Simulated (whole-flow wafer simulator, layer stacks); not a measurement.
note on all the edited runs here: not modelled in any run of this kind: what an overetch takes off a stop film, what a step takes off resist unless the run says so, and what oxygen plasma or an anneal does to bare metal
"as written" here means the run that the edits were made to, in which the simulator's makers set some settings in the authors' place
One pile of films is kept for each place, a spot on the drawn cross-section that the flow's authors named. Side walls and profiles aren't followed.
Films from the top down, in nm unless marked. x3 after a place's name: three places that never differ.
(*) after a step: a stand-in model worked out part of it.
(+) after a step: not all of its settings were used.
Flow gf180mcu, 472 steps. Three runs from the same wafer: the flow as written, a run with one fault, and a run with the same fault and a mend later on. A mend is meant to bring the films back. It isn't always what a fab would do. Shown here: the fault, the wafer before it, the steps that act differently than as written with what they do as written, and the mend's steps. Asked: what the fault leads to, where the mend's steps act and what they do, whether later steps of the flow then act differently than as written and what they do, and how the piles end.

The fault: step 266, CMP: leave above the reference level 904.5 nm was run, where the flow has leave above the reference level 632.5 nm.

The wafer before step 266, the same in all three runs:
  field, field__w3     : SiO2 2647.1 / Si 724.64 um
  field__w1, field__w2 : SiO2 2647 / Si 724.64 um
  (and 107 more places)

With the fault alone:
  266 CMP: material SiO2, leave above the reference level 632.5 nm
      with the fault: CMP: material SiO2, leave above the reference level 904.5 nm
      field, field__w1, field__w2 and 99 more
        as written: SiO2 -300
        with the fault: SiO2 -28
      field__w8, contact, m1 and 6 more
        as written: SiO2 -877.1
        with the fault: SiO2 -605.1
  Later steps of the flow that act differently than as written:
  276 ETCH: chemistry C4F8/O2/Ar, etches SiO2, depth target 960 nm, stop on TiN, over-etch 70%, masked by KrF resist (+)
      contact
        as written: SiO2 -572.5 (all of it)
        with the fault: SiO2 -844.5 (all of it)
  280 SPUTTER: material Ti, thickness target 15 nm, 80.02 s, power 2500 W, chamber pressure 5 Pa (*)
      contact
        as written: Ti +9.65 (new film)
        with the fault: Ti +8.25 (new film)
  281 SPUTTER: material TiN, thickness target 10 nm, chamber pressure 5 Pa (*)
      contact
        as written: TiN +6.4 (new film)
        with the fault: TiN +5.46 (new film)
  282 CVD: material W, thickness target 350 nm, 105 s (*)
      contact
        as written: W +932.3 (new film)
        with the fault: W +1206.6 (new film)
  At the end the piles differ from the flow's by more than 2% or 0.5 nm, whichever is larger, at field, field__w1, field__w2 and 109 more.
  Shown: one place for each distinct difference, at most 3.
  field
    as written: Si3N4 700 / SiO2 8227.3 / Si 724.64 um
    with the fault: Si3N4 700 / SiO2 8499.3 / Si 724.64 um
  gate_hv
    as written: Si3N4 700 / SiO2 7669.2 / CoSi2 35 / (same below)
    with the fault: Si3N4 700 / SiO2 7941.2 / CoSi2 35 / (same below)
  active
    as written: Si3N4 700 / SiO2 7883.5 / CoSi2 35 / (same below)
    with the fault: Si3N4 700 / SiO2 8155.5 / CoSi2 35 / (same below)

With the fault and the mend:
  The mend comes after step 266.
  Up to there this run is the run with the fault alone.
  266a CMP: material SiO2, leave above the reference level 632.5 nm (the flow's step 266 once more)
      field, field__w1, field__w2 and 108 more
        SiO2 -272
  No later step of the flow acts differently than as written at any place that is followed.
  At the end the piles are the same as the flow's at every place that both follow.
